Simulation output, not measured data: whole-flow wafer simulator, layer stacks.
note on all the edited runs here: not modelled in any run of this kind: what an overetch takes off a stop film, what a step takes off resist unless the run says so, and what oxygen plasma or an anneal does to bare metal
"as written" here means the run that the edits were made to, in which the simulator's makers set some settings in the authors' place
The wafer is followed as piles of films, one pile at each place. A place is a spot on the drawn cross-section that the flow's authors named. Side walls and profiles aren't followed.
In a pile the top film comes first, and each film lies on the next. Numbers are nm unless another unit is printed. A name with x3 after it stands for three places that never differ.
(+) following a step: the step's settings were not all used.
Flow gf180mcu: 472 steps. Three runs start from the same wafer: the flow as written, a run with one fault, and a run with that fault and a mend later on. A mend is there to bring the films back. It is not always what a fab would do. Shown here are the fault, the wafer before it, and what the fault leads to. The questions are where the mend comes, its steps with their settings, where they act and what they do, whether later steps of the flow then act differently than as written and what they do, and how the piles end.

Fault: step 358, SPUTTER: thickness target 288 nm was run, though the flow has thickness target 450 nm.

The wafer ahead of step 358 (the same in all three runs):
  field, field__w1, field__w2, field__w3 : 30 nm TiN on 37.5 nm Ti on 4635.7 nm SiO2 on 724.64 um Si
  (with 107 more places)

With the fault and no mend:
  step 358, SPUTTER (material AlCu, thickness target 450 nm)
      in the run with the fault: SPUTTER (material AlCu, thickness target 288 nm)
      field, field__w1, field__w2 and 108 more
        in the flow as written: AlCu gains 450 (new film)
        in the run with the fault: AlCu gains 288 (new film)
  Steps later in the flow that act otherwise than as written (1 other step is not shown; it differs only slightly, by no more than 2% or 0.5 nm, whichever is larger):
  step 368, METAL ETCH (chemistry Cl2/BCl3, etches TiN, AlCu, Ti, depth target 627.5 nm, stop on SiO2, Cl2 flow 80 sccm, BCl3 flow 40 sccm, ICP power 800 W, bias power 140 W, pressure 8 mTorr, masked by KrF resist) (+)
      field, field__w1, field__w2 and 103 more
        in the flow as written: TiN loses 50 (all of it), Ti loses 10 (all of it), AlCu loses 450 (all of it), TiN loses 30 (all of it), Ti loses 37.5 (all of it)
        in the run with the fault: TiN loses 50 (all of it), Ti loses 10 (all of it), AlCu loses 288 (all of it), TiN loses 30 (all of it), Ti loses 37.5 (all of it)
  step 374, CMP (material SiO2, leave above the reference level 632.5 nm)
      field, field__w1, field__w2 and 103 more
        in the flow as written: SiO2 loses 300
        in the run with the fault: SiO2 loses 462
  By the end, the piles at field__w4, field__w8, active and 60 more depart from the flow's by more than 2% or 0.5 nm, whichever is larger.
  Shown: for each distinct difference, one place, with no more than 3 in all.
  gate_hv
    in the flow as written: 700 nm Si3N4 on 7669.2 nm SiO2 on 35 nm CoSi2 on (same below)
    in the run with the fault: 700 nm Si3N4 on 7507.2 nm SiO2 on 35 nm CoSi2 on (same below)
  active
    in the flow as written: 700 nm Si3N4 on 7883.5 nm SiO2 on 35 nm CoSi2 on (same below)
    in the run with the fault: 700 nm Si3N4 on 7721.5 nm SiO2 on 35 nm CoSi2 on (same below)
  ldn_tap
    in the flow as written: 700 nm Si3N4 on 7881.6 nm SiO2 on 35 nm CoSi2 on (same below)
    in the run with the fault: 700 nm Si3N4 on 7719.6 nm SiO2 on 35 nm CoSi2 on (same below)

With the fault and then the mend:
  After step 358 comes the mend.
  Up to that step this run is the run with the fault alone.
  step 358a, SPUTTER (material AlCu, thickness target 162 nm) (a further turn of the flow's step 358, with different settings)
      field, field__w1, field__w2 and 108 more
        AlCu gains 162
  Later steps of the flow that are run all act as written at every place that is followed.
  By the end, the piles equal the flow's at every place that both follow.
